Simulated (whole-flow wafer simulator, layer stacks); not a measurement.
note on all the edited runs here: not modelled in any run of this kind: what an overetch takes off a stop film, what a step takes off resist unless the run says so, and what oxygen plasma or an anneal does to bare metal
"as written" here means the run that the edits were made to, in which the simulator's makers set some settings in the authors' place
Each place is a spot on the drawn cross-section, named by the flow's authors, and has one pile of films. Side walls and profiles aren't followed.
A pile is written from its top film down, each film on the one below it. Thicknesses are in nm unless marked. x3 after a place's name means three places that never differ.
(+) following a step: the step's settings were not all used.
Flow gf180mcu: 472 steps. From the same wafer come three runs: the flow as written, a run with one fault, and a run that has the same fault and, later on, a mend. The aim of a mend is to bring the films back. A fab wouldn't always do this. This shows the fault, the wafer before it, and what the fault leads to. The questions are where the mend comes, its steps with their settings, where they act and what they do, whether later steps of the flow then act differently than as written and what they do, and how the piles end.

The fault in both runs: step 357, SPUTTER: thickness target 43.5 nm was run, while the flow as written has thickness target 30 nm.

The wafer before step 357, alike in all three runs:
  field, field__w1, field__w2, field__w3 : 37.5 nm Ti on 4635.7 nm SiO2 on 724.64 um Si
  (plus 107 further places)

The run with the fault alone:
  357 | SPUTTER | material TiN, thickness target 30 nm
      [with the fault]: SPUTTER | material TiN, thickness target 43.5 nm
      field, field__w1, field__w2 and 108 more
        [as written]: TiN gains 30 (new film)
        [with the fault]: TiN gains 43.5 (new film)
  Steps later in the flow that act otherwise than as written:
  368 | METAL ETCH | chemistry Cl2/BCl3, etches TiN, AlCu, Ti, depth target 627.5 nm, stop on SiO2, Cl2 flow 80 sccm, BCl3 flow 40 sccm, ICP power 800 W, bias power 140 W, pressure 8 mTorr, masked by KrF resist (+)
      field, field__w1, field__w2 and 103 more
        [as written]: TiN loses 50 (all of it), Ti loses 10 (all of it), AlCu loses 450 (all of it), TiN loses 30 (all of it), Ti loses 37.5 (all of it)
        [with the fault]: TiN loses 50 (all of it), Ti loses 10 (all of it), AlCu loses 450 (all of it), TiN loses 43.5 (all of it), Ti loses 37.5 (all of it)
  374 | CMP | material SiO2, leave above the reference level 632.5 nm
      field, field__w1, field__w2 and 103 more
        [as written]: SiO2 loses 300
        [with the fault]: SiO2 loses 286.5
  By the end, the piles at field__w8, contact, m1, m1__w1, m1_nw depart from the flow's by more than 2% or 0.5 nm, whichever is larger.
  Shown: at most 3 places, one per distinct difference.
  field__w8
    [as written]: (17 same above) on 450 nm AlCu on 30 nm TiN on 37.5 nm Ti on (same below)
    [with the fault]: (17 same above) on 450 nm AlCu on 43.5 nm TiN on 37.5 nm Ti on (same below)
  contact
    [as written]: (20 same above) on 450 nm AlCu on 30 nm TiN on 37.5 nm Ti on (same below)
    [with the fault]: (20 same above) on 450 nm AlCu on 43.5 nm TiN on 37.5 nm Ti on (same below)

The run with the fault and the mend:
  The mend follows step 357.
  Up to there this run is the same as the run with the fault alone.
  357a | METAL ETCH | chemistry Cl2/BCl3, etches TiN, AlCu, Ti, depth target 13.5 nm, Cl2 flow 80 sccm, BCl3 flow 40 sccm, ICP power 800 W, bias power 140 W, pressure 8 mTorr (the flow's step 260 again, with other settings)
      field, field__w1, field__w2 and 108 more
        TiN loses 13.5
  Every later step of the flow that is run acts as written at every place that is followed.
  By the end, the piles equal the flow's at every place that both follow.
